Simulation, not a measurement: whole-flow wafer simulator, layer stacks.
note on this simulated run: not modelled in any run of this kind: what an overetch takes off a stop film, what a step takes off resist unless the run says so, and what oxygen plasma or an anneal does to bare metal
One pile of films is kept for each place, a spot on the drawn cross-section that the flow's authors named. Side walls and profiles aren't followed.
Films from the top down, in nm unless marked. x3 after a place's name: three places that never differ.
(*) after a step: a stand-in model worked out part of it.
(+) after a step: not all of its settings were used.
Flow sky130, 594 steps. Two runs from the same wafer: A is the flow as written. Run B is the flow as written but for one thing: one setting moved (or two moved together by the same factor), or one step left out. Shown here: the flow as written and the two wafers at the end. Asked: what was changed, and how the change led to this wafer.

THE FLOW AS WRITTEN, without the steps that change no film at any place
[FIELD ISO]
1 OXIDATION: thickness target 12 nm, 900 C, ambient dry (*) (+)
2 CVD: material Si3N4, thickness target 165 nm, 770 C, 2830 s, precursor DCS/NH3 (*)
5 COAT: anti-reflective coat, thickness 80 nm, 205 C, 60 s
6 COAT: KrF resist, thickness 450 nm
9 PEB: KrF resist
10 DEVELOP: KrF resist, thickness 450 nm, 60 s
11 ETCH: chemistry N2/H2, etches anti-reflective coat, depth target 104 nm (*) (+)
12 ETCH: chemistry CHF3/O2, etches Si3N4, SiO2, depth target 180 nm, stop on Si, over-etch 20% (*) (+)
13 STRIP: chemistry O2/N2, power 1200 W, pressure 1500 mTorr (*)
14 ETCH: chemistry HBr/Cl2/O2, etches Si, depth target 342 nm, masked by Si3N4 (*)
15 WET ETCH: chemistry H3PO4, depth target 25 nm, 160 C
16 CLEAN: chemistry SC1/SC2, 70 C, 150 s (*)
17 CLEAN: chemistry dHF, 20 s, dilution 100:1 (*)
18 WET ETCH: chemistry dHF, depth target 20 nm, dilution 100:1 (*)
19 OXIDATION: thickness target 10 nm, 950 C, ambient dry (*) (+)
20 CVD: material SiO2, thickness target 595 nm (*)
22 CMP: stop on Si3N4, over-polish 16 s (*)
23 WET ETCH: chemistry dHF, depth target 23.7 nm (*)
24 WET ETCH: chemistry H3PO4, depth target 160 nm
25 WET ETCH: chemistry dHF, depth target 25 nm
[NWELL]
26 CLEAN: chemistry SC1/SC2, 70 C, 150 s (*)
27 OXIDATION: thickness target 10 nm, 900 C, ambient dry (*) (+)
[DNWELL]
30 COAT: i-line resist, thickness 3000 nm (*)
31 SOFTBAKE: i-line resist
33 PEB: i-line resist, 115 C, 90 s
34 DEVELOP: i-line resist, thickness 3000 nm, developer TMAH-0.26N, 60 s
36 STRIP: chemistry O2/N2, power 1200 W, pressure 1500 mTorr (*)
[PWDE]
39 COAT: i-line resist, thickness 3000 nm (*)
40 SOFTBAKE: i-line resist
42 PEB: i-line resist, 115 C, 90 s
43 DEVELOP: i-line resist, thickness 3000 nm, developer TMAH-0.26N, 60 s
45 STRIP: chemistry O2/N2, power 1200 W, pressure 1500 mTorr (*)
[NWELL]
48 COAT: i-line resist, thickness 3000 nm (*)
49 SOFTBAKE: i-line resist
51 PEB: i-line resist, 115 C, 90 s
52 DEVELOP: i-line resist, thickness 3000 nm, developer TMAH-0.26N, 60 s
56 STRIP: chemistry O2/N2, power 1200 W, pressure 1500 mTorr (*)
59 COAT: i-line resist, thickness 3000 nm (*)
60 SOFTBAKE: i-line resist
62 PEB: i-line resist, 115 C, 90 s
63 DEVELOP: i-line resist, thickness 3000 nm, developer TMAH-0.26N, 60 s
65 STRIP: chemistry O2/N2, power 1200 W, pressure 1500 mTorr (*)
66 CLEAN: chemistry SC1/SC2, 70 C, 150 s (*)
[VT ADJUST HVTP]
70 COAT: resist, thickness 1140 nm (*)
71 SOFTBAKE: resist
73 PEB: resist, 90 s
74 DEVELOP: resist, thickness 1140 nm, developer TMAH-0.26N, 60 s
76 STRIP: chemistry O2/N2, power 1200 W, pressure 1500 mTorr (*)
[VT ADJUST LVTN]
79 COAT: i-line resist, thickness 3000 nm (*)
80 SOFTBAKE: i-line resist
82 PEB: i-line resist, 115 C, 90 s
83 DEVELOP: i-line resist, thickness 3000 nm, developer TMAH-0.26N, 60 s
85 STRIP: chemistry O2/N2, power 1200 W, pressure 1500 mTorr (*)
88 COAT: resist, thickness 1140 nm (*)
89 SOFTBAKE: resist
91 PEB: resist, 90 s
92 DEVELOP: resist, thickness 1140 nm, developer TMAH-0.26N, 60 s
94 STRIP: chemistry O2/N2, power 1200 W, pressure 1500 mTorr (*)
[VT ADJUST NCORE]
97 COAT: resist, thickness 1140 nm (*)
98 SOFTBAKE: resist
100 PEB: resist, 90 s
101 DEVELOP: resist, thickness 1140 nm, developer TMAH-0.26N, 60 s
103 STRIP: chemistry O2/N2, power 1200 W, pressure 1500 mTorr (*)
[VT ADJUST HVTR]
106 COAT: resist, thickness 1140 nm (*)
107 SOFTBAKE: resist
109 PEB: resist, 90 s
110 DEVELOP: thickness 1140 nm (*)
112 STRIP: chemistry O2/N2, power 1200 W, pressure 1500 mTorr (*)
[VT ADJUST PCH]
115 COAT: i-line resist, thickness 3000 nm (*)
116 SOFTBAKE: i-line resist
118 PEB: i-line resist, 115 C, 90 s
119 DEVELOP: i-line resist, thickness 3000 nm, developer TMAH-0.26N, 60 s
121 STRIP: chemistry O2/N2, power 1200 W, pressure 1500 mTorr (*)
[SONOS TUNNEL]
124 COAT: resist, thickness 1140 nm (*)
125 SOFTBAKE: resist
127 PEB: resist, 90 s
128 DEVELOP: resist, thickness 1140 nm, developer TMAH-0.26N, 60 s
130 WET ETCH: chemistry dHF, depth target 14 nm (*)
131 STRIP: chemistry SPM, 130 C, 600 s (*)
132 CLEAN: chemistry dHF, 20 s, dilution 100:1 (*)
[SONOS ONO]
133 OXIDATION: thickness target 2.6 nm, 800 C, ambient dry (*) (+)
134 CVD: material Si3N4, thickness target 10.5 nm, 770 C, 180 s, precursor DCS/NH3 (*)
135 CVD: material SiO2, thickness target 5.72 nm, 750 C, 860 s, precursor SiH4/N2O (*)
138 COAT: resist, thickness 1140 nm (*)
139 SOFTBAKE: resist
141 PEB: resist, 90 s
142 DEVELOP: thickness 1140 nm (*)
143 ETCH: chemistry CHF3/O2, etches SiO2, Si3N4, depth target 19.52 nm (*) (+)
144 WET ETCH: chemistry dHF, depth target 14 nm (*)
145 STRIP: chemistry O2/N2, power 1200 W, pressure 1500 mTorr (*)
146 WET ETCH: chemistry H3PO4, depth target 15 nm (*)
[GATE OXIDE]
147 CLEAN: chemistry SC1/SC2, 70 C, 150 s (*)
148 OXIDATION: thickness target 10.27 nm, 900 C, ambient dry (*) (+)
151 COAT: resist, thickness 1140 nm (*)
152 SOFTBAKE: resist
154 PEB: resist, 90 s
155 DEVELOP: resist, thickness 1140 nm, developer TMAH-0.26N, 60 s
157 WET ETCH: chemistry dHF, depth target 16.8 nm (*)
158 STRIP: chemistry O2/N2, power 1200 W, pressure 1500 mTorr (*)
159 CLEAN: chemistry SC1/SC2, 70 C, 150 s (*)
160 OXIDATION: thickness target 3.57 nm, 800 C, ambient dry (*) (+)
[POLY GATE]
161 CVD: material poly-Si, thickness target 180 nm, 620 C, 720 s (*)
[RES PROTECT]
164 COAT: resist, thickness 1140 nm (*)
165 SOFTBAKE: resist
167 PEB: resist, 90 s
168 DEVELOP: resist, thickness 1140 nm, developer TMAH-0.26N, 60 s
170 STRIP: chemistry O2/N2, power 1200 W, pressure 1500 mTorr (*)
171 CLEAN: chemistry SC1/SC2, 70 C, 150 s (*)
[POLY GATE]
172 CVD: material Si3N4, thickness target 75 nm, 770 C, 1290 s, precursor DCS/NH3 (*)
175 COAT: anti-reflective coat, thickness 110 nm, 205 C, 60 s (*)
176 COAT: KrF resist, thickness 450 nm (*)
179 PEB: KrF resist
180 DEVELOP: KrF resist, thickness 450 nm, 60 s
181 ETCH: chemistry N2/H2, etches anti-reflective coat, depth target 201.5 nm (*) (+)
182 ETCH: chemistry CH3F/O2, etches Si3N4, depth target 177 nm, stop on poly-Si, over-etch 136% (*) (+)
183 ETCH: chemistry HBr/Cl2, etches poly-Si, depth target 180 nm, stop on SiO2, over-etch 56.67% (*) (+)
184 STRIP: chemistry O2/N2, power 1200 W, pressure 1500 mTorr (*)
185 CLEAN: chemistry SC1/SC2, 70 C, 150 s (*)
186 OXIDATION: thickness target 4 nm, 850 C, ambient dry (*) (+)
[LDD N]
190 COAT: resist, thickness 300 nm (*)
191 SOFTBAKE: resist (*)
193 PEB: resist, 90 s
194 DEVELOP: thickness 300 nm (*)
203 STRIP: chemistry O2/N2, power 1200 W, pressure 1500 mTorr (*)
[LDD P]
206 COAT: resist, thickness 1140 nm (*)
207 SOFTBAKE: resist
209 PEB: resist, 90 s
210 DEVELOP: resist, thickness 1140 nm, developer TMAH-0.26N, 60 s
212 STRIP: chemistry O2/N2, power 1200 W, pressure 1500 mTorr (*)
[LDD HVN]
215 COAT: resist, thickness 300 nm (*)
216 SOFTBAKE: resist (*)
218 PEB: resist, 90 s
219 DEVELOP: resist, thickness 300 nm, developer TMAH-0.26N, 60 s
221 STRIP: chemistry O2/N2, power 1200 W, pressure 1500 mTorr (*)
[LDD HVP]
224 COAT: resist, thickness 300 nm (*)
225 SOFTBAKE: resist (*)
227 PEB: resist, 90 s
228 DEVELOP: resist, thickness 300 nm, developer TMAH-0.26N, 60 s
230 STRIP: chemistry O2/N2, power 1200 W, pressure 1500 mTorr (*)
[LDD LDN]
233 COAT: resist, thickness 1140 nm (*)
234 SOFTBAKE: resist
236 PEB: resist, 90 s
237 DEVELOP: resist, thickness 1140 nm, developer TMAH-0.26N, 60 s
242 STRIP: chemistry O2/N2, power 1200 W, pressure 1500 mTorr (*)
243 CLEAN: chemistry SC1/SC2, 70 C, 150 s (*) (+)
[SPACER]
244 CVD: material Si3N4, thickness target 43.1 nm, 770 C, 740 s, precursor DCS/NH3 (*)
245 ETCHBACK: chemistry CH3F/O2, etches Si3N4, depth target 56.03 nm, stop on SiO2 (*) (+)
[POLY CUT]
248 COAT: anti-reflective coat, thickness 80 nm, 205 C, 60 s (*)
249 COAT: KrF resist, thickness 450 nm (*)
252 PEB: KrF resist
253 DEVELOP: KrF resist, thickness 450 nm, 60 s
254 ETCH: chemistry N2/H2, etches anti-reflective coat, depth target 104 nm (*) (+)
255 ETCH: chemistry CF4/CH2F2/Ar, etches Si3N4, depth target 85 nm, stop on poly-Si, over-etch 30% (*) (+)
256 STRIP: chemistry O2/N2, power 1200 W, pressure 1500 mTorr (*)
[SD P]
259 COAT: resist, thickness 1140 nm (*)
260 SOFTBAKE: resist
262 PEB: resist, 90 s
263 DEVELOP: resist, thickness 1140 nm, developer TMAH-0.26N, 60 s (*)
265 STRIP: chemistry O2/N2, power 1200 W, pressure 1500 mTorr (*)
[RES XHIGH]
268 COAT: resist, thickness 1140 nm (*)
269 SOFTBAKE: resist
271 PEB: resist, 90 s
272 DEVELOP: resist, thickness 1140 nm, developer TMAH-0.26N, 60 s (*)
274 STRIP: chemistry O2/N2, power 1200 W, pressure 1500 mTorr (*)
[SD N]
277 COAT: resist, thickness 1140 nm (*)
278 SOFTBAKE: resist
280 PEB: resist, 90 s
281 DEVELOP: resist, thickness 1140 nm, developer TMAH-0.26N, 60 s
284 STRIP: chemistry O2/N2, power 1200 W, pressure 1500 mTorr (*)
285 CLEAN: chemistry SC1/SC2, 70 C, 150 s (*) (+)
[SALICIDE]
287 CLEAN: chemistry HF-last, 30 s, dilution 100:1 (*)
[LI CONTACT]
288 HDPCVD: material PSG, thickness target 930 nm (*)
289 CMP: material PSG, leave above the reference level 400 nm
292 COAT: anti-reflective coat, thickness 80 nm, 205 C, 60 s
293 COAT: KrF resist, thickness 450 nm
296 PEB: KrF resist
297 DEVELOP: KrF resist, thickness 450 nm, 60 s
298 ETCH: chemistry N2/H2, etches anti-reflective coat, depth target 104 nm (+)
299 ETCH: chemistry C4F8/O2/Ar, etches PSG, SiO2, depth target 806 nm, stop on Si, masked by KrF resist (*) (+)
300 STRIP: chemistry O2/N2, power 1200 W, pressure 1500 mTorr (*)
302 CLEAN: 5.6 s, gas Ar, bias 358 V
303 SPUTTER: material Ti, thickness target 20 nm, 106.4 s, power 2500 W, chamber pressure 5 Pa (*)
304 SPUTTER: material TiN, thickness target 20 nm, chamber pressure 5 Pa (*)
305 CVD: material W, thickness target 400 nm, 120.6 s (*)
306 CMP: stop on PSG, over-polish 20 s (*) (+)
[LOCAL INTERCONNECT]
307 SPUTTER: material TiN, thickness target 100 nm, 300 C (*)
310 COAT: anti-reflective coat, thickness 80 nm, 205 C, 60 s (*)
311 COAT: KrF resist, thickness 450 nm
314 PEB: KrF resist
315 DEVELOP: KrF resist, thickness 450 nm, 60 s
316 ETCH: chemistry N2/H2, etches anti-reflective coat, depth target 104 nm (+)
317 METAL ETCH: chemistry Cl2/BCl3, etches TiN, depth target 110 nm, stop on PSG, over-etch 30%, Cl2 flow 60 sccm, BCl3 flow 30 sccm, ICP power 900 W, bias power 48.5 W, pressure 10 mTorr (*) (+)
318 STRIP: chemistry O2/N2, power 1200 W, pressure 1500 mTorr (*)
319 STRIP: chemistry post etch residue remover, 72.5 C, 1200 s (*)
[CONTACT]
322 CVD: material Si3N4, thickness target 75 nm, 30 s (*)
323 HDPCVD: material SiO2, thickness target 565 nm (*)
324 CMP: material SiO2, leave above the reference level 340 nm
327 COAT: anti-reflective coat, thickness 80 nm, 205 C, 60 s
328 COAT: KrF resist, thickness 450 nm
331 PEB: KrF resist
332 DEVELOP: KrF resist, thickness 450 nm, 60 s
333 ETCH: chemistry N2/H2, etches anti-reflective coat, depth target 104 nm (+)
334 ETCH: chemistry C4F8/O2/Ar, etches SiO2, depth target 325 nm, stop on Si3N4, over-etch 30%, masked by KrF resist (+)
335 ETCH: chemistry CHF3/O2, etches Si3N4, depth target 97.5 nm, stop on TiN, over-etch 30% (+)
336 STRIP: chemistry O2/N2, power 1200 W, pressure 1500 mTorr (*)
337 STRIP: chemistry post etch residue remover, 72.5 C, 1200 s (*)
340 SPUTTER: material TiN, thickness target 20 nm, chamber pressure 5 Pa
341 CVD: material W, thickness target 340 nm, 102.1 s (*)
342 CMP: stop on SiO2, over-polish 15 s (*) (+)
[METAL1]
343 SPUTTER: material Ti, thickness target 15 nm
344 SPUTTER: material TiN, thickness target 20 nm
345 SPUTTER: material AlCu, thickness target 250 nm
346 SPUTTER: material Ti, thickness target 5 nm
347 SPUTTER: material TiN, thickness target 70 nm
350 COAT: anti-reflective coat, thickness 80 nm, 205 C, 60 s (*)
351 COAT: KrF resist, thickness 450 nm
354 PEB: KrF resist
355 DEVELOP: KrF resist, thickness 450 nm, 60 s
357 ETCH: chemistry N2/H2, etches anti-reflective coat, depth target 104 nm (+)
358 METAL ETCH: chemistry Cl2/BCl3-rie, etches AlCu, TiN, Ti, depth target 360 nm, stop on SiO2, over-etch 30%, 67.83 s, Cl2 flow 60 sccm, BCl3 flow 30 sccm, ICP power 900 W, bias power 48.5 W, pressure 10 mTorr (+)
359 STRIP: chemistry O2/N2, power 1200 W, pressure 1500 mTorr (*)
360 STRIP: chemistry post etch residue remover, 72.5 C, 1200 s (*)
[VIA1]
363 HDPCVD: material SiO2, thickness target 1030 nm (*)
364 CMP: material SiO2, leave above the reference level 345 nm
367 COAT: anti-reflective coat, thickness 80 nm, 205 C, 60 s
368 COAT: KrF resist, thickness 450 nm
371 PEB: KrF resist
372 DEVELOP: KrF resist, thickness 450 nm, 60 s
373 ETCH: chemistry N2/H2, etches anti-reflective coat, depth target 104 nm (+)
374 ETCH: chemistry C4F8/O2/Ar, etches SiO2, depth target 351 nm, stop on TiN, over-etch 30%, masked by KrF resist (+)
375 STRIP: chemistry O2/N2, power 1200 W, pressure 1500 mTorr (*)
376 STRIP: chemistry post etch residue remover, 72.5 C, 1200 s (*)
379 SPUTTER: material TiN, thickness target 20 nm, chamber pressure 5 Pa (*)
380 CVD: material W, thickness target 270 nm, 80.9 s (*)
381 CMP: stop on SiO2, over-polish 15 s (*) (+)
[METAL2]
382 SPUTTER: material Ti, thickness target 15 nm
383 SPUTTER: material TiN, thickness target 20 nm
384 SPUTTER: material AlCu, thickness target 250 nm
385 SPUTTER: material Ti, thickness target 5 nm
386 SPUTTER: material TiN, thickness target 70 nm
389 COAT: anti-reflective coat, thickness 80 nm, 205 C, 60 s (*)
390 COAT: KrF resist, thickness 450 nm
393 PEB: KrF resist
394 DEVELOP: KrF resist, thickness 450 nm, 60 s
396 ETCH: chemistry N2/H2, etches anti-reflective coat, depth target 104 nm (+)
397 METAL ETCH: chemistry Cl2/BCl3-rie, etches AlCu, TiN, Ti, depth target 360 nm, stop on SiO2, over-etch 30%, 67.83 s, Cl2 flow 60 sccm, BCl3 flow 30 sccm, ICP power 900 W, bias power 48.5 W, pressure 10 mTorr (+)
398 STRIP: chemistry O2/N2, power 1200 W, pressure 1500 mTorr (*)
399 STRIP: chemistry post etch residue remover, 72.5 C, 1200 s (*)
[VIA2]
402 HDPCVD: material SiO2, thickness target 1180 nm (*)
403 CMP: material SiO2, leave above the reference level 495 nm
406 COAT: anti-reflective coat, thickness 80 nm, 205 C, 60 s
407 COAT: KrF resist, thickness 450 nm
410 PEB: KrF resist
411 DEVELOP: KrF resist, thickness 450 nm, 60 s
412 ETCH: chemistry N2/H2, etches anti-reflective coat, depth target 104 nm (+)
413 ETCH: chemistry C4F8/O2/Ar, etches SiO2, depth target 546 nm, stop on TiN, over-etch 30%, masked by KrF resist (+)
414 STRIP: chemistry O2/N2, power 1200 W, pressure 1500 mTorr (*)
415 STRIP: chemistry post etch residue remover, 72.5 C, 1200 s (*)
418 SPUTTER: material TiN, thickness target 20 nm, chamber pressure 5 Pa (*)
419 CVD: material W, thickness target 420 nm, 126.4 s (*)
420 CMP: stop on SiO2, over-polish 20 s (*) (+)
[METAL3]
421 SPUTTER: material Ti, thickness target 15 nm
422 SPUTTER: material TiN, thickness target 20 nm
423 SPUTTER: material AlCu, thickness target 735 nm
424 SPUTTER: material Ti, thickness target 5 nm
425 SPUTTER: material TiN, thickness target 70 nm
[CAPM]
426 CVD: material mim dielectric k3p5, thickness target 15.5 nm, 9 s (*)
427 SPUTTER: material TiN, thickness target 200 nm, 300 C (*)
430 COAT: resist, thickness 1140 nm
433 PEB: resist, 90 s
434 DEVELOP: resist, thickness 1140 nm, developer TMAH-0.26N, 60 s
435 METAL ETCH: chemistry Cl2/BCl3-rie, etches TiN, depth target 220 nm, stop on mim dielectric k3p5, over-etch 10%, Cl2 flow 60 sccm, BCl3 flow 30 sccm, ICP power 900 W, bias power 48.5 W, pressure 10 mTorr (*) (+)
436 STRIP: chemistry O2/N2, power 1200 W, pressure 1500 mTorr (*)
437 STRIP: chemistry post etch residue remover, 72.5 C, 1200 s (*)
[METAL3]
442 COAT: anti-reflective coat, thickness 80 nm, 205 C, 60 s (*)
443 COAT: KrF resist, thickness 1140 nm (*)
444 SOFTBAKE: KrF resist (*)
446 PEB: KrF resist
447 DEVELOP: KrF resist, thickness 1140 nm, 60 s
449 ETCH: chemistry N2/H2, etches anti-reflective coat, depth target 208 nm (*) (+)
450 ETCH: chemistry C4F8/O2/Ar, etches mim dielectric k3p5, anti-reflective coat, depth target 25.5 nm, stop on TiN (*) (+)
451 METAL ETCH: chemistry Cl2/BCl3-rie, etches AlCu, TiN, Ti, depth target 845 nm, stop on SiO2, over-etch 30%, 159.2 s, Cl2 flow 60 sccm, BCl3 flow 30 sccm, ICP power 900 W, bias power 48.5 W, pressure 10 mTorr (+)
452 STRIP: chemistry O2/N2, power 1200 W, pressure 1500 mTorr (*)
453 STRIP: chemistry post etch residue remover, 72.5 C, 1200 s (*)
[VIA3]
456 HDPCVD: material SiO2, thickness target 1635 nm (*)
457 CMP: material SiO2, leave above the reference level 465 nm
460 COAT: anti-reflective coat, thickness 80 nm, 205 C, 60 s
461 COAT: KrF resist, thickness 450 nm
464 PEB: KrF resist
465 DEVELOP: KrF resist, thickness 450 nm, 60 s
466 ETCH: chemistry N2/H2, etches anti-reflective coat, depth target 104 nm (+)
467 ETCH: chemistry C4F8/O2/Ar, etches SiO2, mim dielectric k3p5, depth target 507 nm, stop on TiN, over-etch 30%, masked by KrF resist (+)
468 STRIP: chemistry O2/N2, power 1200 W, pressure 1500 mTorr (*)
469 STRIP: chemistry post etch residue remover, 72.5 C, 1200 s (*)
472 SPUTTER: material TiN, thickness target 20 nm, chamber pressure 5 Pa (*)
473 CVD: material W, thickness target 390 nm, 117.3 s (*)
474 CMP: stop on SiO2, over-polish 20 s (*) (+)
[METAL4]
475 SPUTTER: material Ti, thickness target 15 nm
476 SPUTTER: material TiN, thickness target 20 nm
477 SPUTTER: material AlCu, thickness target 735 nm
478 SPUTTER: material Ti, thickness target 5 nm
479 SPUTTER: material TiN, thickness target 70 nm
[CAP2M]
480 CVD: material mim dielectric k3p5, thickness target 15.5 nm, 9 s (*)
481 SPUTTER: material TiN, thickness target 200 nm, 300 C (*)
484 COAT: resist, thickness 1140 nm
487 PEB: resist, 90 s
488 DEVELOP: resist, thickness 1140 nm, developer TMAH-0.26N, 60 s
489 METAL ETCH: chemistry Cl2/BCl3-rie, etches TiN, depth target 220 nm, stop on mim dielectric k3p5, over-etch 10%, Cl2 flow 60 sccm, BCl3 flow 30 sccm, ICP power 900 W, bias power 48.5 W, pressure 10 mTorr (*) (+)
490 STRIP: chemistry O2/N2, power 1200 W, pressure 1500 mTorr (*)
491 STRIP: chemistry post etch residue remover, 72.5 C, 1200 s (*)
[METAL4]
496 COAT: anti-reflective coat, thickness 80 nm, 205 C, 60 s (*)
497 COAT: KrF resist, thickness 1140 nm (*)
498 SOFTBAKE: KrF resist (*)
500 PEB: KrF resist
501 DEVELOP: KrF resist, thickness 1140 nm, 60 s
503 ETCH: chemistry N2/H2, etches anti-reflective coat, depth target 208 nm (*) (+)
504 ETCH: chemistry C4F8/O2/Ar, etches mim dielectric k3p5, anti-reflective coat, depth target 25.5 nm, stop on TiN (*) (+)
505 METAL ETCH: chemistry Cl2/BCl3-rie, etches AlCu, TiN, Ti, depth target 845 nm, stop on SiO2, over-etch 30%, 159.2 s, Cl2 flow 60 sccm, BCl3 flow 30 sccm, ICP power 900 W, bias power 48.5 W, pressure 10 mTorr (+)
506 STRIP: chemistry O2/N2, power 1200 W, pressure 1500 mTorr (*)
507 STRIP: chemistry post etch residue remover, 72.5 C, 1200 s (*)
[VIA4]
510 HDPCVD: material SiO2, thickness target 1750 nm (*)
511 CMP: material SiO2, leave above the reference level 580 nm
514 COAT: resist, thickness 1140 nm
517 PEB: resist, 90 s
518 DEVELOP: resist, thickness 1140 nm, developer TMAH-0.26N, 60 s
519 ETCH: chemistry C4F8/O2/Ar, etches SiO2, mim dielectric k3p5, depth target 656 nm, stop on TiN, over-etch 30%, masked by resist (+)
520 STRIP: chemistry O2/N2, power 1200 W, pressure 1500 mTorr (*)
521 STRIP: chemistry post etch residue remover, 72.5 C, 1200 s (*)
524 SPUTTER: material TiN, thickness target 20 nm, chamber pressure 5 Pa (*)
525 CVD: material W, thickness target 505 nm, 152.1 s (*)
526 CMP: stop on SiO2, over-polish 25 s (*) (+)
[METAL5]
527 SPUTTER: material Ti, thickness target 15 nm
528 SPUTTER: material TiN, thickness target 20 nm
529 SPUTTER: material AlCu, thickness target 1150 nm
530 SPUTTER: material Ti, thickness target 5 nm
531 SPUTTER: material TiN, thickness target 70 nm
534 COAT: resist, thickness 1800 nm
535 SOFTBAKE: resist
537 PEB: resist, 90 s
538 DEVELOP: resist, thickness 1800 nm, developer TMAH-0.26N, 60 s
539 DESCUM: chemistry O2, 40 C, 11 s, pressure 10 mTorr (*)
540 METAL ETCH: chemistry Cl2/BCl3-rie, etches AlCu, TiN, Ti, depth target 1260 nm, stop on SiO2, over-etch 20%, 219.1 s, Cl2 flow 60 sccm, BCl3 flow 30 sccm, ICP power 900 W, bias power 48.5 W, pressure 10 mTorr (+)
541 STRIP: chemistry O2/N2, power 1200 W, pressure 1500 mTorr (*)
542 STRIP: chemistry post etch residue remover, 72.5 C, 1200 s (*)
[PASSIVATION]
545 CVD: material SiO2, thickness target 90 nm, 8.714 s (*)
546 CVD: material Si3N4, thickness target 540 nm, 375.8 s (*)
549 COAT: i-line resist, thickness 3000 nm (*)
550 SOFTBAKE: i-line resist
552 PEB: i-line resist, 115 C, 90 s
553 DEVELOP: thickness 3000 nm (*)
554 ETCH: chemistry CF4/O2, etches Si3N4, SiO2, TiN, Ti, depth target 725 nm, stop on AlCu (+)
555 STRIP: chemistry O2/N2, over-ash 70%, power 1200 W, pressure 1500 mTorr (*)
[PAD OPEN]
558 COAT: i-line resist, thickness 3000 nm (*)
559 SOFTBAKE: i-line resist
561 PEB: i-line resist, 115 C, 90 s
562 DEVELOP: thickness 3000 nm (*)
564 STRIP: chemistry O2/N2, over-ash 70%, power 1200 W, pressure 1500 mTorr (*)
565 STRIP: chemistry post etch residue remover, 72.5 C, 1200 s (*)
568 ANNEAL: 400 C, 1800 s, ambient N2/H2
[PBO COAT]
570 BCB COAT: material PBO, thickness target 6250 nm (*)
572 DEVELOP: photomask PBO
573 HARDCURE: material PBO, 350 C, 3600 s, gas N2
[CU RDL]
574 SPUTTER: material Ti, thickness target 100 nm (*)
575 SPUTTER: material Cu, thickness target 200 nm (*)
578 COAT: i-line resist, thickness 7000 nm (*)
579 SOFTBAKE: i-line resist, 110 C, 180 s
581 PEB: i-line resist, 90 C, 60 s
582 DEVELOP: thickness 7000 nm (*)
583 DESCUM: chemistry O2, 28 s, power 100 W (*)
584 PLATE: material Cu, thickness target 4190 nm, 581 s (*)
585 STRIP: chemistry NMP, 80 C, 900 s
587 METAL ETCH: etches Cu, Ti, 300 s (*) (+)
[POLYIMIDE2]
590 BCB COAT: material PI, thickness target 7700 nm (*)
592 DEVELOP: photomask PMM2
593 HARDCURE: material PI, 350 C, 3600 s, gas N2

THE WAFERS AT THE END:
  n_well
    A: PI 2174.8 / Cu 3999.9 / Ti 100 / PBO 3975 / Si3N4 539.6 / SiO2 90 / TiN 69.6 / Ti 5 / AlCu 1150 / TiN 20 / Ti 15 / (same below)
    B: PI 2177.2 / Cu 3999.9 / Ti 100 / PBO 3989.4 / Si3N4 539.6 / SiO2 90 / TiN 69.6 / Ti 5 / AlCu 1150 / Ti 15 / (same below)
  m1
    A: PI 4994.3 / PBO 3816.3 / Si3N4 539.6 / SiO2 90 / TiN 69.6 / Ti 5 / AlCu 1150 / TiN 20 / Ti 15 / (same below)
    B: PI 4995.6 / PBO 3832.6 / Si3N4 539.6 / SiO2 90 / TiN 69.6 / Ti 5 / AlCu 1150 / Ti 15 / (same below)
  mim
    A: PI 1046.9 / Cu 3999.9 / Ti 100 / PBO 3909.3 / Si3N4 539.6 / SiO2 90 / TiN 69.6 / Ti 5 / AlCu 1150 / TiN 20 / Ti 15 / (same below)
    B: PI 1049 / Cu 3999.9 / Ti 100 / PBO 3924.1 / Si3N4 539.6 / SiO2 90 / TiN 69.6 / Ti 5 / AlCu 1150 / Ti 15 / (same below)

The cause: step 528, SPUTTER: material TiN, thickness target 20 nm, was left out.

How the change led to this, step by step:
  540 METAL ETCH: chemistry Cl2/BCl3-rie, etches AlCu, TiN, Ti, depth target 1260 nm, stop on SiO2, over-etch 20%, 219.1 s, Cl2 flow 60 sccm, BCl3 flow 30 sccm, ICP power 900 W, bias power 48.5 W, pressure 10 mTorr (+)
      field, active, gate and 175 more: A TiN -70 (all of it), Ti -5 (all of it), AlCu -1150 (all of it), TiN -20 (all of it), Ti -15 (all of it), SiO2 -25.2 | B TiN -70 (all of it), Ti -5 (all of it), AlCu -1150 (all of it), Ti -15 (all of it), SiO2 -27.2
  550 SOFTBAKE: i-line resist
      gate: A i-line resist -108 | B i-line resist -105.7
      m1: A i-line resist -131.9 | B i-line resist -129
      (and at 16 more places)
  552 PEB: i-line resist, 115 C, 90 s
      iso_guard__w2: A i-line resist -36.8 | B i-line resist -36
  559 SOFTBAKE: i-line resist
      gate: A i-line resist -108 | B i-line resist -105.7
      gate_hv: A i-line resist +26.1 | B i-line resist +25.5
      (and at 17 more places)
  561 PEB: i-line resist, 115 C, 90 s
      iso_guard__w2: A i-line resist -36.8 | B i-line resist -36
  578 COAT: i-line resist, thickness 7000 nm (*)
      pad: A i-line resist +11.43 um (new film) | B i-line resist +11.45 um (new film)
  582 DEVELOP: thickness 7000 nm (*)
      pad: A i-line resist -11.43 um (all of it) | B i-line resist -11.45 um (all of it)
